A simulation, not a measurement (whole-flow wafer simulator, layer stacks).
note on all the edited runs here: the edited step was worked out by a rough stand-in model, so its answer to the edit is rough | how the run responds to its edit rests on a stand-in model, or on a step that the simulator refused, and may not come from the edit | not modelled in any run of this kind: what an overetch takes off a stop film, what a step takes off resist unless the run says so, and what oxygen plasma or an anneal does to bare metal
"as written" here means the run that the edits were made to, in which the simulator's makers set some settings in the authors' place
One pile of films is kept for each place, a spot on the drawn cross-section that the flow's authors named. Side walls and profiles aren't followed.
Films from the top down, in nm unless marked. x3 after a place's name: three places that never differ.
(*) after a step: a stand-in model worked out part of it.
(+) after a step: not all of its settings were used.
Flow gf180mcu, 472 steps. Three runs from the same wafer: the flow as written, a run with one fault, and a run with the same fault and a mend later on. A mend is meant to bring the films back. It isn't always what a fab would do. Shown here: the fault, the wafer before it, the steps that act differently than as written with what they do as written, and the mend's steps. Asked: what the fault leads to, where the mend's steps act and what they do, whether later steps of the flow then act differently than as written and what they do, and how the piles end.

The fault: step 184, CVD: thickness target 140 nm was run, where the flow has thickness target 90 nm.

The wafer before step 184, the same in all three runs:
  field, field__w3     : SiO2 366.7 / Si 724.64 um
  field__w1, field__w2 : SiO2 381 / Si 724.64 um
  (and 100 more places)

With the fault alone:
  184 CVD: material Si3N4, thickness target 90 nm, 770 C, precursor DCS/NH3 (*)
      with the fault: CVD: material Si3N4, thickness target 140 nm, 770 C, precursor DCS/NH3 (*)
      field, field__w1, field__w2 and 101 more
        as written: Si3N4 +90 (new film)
        with the fault: Si3N4 +140 (new film)
  Later steps of the flow that act differently than as written (8 more steps differ only slightly, by at most 2% or 0.5 nm, whichever is larger, and aren't shown):
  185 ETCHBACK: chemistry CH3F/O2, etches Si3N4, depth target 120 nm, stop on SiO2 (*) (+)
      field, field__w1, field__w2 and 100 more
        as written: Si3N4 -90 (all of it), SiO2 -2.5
        with the fault: Si3N4 -120
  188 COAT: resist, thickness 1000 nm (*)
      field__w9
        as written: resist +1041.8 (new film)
        with the fault: resist +1063.6 (new film)
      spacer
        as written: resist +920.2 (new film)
        with the fault: resist +893.1 (new film)
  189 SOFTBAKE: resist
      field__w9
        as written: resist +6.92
        with the fault: resist -3.03
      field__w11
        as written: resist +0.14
        with the fault: resist -0.43
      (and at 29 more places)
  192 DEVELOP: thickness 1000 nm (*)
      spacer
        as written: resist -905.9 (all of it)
        with the fault: resist -879.4 (all of it)
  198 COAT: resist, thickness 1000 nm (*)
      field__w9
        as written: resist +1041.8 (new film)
        with the fault: resist +1063.6 (new film)
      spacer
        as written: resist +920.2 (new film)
        with the fault: resist +893.1 (new film)
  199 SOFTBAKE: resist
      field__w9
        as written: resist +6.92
        with the fault: resist -3.03
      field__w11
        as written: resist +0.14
        with the fault: resist -0.43
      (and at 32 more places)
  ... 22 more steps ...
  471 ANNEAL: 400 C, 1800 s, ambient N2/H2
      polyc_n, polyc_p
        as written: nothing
        with the fault: under 9 films: void +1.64 (new film), Ti -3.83, TiSi first +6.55 (new film), poly-Si -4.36
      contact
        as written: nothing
        with the fault: under 49 films: void +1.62 (new film), Ti -3.83, TiSi first +6.55 (new film), Si -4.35
  At the end the piles differ from the flow's by more than 2% or 0.5 nm, whichever is larger, at field, field__w1, field__w2 and 109 more.
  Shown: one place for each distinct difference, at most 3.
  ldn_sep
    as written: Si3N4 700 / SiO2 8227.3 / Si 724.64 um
    with the fault: Si3N4 700 / SiO2 7855.2 / Si3N4 15.8 / SiO2 391 / Si 724.64 um
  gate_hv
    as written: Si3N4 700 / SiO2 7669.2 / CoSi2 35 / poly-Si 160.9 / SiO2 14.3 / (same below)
    with the fault: Si3N4 700 / SiO2 7672.3 / Si3N4 15.8 / SiO2 13.7 / poly-Si 197.9 / SiO2 14.3 / (same below)
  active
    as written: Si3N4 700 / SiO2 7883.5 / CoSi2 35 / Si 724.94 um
    with the fault: Si3N4 700 / SiO2 7883.3 / Si3N4 15.8 / SiO2 17.2 / Si 724.98 um

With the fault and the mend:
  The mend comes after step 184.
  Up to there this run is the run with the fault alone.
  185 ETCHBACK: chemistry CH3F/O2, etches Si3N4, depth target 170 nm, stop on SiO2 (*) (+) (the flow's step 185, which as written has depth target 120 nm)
      field, field__w1, field__w2 and 100 more
        Si3N4 -140 (all of it), SiO2 -2.5
  Later steps of the flow that act differently than as written (6 more steps differ only slightly, by at most 2% or 0.5 nm, whichever is larger, and aren't shown):
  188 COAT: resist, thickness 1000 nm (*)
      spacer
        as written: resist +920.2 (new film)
        with the mend: resist +870.5 (new film)
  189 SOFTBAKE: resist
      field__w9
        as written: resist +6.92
        with the mend: resist -2.96
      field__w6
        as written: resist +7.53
        with the mend: resist +8.16
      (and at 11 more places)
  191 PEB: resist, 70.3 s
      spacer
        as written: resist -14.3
        with the mend: resist -13.3
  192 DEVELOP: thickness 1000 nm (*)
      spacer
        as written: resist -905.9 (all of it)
        with the mend: resist -857.2 (all of it)
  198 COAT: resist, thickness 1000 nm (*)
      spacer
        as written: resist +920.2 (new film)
        with the mend: resist +870.5 (new film)
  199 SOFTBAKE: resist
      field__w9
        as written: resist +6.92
        with the mend: resist -2.96
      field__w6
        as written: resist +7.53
        with the mend: resist +8.16
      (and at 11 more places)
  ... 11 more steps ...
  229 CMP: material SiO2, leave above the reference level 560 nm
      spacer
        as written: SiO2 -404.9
        with the mend: SiO2 -454.9
  At the end the piles differ from the flow's by more than 2% or 0.5 nm, whichever is larger, at spacer, sd_p, ld_sd_n, ld_drn_n, ld_sd_p, ld_drn_p.
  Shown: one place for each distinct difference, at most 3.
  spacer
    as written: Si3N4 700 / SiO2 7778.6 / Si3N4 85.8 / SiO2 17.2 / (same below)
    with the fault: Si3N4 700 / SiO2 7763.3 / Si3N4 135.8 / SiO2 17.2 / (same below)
    with the mend: Si3N4 700 / SiO2 7728.6 / Si3N4 135.8 / SiO2 17.2 / (same below)
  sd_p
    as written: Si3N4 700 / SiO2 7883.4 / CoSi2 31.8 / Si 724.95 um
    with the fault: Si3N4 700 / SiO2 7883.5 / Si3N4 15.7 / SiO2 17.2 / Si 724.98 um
    with the mend: Si3N4 700 / SiO2 7883.4 / CoSi2 30.8 / Si 724.95 um
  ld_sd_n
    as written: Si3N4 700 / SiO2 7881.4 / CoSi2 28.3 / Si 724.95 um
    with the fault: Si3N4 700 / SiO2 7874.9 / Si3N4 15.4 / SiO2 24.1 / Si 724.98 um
    with the mend: Si3N4 700 / SiO2 7881.4 / CoSi2 27.3 / Si 724.95 um
